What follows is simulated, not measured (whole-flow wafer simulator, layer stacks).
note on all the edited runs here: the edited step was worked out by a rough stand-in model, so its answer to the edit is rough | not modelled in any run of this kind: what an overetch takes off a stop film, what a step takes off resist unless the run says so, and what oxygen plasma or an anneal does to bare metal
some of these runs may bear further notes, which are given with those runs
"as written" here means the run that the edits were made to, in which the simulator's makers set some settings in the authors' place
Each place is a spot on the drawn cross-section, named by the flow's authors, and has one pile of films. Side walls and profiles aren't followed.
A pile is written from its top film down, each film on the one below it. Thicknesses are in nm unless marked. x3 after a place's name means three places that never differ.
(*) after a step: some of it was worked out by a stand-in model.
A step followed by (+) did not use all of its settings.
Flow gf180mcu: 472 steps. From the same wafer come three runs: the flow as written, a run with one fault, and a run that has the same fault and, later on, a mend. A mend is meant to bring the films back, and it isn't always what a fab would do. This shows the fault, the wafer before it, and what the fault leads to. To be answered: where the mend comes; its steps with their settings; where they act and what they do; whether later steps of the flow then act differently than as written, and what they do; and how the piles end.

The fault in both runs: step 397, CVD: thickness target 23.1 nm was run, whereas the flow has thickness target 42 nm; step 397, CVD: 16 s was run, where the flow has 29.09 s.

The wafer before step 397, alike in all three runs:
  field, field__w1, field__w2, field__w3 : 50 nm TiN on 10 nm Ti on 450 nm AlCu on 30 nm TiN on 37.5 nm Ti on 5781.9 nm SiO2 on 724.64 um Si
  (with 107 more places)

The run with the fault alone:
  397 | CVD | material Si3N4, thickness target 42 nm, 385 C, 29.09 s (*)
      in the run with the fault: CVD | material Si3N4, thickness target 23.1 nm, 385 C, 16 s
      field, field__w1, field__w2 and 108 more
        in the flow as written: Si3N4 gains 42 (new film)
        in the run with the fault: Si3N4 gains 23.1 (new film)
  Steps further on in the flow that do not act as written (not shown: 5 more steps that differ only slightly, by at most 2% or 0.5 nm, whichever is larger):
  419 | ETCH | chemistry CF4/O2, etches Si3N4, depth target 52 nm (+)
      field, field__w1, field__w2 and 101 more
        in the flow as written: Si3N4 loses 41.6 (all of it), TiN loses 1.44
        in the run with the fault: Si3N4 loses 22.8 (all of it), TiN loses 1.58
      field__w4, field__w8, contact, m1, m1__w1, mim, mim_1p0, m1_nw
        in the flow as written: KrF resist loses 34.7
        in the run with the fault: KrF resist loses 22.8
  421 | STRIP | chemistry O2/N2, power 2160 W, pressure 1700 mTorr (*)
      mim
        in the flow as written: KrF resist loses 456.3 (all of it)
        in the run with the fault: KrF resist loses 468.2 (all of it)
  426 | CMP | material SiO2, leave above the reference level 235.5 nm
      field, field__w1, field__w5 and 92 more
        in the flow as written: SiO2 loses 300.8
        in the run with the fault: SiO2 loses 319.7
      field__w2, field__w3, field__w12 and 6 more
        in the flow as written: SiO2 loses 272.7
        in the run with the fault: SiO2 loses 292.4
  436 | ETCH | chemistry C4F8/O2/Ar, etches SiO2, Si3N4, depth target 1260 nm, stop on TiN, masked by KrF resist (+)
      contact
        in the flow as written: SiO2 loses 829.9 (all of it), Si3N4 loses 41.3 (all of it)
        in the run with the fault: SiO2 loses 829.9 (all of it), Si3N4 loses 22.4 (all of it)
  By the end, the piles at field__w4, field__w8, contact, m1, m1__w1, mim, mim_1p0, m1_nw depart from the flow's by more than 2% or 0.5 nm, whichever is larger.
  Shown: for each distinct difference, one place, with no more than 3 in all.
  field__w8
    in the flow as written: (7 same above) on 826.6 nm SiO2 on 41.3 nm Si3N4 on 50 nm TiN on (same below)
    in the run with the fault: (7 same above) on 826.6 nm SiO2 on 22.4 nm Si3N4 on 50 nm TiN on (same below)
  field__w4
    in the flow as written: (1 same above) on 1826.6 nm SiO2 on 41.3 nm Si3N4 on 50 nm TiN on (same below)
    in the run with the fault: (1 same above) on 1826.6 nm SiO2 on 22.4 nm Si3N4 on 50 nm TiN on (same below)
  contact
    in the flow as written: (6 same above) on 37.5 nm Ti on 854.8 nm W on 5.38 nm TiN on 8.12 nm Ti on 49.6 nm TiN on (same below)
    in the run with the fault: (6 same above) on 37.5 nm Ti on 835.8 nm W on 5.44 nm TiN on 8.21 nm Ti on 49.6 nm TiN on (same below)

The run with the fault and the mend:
  After step 397 comes the mend.
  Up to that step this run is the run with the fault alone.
  397a | CVD | material Si3N4, thickness target 18.9 nm, 385 C, 13.09 s (a further turn of the flow's step 397, with different settings)
      field, field__w1, field__w2 and 108 more
        Si3N4 gains 18.9
  Every later step of the flow that is run acts as written, at every place that is followed, to within 2% or 0.5 nm, whichever is larger.
  The piles end only slightly different from the flow's at the places that both follow, by no more than 2% or 0.5 nm, whichever is larger.
